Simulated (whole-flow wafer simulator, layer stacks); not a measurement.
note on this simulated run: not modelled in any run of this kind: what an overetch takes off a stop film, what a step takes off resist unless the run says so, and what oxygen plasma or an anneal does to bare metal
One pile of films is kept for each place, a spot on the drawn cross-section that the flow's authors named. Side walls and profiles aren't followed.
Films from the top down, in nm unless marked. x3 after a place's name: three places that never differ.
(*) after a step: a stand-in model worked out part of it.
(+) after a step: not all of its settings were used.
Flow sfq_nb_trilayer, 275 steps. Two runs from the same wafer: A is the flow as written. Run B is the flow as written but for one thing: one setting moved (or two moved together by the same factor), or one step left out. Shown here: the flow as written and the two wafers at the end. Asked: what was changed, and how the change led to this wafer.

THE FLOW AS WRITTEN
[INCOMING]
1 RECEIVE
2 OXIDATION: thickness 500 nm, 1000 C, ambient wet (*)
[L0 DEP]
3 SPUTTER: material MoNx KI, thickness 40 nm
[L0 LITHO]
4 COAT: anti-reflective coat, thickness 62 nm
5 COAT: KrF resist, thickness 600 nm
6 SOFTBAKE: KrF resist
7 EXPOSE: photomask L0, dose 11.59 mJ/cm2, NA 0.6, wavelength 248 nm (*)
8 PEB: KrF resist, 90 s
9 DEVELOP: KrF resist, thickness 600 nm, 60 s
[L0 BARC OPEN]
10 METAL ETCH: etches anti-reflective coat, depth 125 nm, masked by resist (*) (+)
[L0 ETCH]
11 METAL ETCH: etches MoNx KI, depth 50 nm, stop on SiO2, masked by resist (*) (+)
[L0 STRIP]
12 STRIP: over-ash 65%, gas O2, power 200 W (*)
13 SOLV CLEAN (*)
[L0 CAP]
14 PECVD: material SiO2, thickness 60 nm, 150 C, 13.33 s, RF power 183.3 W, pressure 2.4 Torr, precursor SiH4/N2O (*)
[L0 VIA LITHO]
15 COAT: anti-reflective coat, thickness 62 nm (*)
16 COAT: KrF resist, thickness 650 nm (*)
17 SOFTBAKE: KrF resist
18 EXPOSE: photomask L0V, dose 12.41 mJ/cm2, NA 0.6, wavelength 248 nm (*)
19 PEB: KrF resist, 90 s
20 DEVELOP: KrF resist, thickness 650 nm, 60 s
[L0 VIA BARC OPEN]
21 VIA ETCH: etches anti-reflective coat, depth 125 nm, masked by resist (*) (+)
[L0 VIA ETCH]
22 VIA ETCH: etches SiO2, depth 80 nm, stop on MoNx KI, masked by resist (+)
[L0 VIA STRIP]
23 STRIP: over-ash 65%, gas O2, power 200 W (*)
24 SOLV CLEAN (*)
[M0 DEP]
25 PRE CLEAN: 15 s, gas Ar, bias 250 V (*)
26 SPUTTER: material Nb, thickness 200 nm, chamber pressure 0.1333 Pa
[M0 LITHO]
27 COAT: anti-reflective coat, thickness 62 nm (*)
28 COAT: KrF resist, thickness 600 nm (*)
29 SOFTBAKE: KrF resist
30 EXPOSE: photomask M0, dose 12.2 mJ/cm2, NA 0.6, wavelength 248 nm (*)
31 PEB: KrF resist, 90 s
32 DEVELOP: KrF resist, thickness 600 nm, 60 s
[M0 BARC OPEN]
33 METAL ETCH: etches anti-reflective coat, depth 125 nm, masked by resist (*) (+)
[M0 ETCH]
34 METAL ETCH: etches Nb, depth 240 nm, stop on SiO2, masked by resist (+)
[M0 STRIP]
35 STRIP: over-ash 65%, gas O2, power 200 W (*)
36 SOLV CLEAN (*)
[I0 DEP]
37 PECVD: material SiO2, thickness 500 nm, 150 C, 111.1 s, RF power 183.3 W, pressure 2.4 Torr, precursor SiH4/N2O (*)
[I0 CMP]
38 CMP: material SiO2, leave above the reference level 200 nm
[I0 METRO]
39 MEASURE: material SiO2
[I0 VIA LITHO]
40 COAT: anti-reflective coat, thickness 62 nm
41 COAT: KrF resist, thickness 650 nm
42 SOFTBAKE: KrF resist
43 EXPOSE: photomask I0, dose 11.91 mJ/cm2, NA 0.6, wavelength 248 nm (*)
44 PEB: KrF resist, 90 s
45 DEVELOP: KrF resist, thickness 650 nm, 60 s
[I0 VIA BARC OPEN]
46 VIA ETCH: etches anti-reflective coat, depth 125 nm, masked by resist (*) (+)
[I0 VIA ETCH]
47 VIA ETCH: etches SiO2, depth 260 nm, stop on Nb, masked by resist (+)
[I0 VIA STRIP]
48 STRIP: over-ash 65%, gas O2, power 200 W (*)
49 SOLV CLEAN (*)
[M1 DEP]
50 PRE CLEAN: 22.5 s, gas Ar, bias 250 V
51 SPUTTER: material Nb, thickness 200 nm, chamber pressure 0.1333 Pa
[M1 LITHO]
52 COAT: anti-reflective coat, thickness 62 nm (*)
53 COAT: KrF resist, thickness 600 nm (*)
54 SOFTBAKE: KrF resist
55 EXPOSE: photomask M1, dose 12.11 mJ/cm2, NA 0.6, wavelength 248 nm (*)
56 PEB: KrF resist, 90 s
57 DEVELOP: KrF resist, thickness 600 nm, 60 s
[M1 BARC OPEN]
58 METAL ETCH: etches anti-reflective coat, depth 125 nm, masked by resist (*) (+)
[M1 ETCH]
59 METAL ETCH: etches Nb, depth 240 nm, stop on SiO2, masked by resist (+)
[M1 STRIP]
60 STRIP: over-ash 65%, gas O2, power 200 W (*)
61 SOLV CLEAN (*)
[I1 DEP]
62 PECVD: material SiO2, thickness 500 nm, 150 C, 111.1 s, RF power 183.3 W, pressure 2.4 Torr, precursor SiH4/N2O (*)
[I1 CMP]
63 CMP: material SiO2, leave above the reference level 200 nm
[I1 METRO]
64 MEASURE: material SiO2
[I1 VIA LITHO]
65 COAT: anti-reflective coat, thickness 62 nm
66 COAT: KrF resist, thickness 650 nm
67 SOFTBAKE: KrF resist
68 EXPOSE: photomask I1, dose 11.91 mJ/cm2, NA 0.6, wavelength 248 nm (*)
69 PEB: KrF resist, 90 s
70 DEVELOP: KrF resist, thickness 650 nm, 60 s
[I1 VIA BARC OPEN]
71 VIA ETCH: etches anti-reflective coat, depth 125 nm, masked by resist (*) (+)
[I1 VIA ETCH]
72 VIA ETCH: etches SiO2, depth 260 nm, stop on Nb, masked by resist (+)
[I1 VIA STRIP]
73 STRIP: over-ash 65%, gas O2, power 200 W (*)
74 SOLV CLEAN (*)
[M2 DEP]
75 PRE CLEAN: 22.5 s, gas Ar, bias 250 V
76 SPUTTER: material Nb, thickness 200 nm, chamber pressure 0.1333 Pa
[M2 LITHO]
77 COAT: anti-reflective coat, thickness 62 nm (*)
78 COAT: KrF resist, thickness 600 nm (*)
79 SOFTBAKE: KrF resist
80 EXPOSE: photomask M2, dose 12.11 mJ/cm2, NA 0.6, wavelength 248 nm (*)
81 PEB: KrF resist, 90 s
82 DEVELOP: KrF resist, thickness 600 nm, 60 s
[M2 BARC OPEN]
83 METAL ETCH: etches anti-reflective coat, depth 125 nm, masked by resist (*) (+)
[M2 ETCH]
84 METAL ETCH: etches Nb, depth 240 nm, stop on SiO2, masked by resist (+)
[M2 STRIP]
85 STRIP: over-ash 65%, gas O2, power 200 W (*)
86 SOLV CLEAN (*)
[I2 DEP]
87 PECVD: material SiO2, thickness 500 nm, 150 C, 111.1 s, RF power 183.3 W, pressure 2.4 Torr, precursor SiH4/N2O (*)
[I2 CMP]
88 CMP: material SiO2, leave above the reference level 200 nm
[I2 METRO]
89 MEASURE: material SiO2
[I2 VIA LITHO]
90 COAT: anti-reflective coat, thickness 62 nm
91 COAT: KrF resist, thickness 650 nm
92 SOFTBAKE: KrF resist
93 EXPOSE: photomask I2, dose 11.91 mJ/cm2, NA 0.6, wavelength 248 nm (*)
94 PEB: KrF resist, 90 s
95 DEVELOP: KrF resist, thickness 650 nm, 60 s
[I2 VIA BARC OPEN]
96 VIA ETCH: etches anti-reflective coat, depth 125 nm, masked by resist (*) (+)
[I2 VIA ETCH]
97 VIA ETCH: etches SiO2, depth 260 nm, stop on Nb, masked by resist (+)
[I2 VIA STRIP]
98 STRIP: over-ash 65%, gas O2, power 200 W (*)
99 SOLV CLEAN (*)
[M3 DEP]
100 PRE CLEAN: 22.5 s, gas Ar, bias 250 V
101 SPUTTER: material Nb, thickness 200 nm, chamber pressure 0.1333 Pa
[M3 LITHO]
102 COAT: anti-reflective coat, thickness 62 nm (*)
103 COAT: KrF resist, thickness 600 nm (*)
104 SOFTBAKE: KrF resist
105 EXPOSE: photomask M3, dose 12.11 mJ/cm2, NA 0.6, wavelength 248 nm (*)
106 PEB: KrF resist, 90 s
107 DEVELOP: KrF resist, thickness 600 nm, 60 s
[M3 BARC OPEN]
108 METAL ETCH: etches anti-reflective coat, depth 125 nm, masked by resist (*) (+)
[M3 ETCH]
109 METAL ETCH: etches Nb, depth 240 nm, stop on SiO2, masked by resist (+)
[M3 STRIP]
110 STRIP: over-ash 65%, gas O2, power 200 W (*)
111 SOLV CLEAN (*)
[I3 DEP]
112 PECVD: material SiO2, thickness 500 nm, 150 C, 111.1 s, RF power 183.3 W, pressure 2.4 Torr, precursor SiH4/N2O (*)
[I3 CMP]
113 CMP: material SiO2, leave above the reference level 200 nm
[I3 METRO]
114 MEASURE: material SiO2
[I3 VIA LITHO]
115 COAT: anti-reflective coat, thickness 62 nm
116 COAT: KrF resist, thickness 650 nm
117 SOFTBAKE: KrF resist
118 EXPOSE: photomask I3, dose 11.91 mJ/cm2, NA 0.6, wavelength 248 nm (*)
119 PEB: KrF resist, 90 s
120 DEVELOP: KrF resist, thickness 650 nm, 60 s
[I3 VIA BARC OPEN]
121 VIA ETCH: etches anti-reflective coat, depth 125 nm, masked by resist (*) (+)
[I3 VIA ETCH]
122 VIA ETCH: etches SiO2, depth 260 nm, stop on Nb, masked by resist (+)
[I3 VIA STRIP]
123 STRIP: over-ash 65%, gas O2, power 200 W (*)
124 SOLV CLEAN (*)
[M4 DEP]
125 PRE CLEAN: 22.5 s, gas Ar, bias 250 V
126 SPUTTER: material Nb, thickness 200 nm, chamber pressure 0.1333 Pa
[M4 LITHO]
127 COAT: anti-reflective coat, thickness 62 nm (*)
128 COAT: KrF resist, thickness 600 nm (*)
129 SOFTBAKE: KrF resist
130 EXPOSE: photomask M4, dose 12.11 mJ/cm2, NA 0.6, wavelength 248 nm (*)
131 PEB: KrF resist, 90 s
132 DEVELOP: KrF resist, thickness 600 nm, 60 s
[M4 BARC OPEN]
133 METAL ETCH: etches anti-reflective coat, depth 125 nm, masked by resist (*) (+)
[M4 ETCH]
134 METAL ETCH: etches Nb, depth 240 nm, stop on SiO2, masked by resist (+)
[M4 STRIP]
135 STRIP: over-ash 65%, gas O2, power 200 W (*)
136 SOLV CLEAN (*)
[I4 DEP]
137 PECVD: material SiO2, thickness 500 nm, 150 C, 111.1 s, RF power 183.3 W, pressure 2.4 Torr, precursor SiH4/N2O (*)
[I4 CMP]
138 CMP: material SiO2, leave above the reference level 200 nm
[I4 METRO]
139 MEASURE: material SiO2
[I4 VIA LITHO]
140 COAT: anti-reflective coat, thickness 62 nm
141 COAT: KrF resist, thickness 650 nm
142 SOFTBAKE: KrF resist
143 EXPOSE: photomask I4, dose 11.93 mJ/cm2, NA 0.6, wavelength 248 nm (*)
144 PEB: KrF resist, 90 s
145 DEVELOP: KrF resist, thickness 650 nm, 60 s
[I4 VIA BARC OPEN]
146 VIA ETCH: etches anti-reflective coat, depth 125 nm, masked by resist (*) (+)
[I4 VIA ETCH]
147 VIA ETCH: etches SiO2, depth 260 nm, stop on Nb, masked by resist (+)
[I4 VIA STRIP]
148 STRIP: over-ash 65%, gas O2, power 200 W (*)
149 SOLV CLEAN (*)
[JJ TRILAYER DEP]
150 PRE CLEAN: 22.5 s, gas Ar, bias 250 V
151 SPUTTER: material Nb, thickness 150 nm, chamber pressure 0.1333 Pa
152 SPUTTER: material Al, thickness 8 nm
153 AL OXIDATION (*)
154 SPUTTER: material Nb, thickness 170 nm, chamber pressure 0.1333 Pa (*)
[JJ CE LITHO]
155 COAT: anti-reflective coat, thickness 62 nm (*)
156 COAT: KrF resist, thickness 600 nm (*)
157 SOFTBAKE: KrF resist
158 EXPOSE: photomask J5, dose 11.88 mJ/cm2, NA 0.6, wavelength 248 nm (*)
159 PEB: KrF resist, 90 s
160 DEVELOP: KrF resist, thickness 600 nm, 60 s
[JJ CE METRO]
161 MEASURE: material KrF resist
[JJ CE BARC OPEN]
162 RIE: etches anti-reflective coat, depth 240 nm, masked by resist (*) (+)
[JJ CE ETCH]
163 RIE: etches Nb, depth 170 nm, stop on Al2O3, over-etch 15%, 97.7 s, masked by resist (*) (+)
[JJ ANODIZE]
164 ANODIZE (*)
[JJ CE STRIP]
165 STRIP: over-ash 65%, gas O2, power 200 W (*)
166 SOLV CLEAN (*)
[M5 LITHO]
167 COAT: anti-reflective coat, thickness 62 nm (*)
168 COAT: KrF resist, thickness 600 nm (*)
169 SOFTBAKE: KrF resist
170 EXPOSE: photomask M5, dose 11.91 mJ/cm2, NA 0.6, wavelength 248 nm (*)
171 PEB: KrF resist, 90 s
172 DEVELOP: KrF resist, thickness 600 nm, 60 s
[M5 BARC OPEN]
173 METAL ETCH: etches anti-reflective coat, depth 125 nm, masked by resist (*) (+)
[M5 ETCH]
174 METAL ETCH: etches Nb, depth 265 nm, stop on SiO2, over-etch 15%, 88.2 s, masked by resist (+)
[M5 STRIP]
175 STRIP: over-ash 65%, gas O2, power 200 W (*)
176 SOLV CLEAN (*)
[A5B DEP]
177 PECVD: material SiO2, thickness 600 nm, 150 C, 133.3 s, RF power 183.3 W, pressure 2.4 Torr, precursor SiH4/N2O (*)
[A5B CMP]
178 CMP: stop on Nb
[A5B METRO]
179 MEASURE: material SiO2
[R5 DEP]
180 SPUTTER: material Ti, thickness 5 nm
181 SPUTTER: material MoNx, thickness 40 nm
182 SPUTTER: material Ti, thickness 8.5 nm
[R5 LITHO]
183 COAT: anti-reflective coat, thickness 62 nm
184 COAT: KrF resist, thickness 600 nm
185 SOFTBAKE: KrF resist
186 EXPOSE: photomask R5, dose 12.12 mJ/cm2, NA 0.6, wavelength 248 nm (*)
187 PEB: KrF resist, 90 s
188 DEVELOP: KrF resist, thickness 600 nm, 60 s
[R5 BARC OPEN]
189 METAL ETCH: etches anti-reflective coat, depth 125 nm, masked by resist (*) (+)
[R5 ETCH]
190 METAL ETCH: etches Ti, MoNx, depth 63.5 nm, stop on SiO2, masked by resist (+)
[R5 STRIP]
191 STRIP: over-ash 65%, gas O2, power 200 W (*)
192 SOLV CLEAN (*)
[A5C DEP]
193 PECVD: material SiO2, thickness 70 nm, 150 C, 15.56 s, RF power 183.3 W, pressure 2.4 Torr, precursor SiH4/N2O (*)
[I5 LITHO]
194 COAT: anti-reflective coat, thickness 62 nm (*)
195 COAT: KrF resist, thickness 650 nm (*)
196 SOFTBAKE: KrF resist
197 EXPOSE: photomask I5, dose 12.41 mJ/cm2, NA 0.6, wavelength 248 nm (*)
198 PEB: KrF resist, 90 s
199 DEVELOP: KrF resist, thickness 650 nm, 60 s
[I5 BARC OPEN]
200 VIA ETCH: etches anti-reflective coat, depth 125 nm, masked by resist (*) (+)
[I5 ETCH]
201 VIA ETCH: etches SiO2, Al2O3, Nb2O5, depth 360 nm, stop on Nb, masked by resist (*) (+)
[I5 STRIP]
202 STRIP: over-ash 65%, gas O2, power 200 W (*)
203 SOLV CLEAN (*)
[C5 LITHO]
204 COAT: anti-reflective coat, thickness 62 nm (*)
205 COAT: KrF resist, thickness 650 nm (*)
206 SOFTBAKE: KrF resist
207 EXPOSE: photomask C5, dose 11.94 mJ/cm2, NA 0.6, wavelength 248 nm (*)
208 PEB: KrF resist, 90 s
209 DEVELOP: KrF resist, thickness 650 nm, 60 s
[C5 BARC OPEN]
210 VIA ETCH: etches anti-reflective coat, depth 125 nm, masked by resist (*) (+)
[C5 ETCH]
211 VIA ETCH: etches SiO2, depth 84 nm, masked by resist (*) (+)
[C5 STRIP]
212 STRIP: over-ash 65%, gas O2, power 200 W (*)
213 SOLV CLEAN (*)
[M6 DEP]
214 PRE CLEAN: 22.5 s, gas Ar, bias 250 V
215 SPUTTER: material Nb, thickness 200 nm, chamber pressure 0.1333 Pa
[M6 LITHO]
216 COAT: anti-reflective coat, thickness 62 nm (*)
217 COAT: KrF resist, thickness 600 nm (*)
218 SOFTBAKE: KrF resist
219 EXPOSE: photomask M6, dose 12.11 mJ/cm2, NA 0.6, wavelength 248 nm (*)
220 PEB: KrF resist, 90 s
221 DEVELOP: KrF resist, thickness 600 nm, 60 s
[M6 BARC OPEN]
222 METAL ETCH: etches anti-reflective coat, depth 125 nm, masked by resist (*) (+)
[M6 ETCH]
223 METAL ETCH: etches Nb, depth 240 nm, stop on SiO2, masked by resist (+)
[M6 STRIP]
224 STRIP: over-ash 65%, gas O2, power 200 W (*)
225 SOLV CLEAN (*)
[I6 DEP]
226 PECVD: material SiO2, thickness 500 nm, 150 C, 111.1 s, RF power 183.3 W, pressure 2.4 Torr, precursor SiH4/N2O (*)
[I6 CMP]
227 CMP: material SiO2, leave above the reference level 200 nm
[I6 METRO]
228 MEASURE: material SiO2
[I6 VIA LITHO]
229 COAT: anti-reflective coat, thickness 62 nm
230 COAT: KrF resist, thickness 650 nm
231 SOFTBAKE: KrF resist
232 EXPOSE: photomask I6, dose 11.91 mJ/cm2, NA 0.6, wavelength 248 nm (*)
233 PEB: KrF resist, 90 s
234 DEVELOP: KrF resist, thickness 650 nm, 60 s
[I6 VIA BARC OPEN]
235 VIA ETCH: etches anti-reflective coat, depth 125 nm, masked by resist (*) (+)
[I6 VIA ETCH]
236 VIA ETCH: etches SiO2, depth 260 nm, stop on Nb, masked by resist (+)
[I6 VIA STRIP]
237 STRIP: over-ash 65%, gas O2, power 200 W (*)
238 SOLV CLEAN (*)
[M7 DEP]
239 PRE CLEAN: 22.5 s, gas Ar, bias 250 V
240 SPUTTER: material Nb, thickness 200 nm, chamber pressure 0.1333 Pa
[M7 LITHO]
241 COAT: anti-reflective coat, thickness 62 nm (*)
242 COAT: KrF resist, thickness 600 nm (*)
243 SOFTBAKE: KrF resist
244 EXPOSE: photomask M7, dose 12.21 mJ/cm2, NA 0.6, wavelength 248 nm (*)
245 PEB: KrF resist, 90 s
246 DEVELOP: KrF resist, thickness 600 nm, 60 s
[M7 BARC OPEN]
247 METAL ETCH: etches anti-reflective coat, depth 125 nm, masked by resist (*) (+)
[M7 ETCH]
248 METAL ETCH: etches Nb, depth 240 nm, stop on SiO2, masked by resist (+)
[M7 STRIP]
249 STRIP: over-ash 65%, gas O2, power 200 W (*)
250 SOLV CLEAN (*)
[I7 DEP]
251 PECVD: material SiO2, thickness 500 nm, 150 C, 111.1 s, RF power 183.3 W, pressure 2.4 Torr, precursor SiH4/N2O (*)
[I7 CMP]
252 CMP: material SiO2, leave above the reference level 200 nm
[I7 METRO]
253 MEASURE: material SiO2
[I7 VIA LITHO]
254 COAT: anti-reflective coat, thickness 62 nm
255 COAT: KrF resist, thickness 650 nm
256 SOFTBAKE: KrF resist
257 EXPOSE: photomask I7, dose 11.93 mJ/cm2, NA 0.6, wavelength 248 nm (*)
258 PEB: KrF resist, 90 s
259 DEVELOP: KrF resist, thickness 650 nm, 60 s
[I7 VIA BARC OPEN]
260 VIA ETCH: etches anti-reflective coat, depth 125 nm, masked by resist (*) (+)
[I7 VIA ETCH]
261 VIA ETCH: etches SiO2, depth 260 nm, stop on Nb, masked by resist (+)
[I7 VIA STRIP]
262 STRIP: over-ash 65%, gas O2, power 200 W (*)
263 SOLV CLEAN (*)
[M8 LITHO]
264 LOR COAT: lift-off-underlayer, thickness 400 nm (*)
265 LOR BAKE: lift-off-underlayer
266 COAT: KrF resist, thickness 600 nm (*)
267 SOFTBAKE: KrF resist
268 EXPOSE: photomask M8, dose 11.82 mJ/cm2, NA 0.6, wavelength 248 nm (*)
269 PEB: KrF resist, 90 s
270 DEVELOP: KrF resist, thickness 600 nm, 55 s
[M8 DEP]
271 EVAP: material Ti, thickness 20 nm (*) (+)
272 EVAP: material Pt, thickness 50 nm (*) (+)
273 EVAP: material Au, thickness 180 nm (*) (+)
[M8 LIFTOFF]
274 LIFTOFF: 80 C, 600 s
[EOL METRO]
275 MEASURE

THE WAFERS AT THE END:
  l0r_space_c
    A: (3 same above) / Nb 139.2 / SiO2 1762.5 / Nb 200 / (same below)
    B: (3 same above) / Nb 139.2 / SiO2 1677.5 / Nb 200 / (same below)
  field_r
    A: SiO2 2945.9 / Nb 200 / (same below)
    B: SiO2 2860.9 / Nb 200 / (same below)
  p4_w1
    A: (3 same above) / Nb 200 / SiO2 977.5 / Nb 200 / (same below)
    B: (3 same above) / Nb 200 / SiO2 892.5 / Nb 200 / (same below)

The cause: step 51, SPUTTER: thickness 115 nm was run, where the flow has thickness 200 nm.

How the change led to this, step by step:
  51 SPUTTER: material Nb, thickness 200 nm, chamber pressure 0.1333 Pa
      field_l, v_sur, via_wl and 102 more: A Nb +200 (new film) | B Nb +115 (new film)
      via_w: A Nb +174.5 | B Nb +101.2
  52 COAT: anti-reflective coat, thickness 62 nm (*)
      via_wl: A anti-reflective coat +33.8 (new film) | B anti-reflective coat +33.1 (new film)
      via_w: A anti-reflective coat +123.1 (new film) | B anti-reflective coat +119.3 (new film)
      (and at 1 more place)
  59 METAL ETCH: etches Nb, depth 240 nm, stop on SiO2, masked by resist (+)
      field_l, be, be_sur and 79 more: A Nb -200 (all of it) | B Nb -115 (all of it)
      v_sur, via_wl, via_w and 21 more: A KrF resist -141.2 | B KrF resist -101.5
  60 STRIP: over-ash 65%, gas O2, power 200 W (*)
      wl_j_sl, wl_jj, wl_j_sr and 13 more: A KrF resist -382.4 (all of it), anti-reflective coat -62 (all of it) | B KrF resist -422.1 (all of it), anti-reflective coat -62 (all of it)
      v_sur: A KrF resist -365.9 (all of it), anti-reflective coat -61.1 (all of it) | B KrF resist -406.2 (all of it), anti-reflective coat -60.9 (all of it)
      (and at 7 more places)
  62 PECVD: material SiO2, thickness 500 nm, 150 C, 111.1 s, RF power 183.3 W, pressure 2.4 Torr, precursor SiH4/N2O (*)
      wl_d_sl, wl_d_sr: A SiO2 +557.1 | B SiO2 +500
      via_w: A SiO2 +606 (new film) | B SiO2 +585.1 (new film)
  63 CMP: material SiO2, leave above the reference level 200 nm
      field_l, be, be_sur and 72 more: A SiO2 -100 | B SiO2 -185
      lsp_m, ln_m6, lsp_r, l0_sur, l0v: A SiO2 -94.9 | B SiO2 -185
      (and at 3 more places)
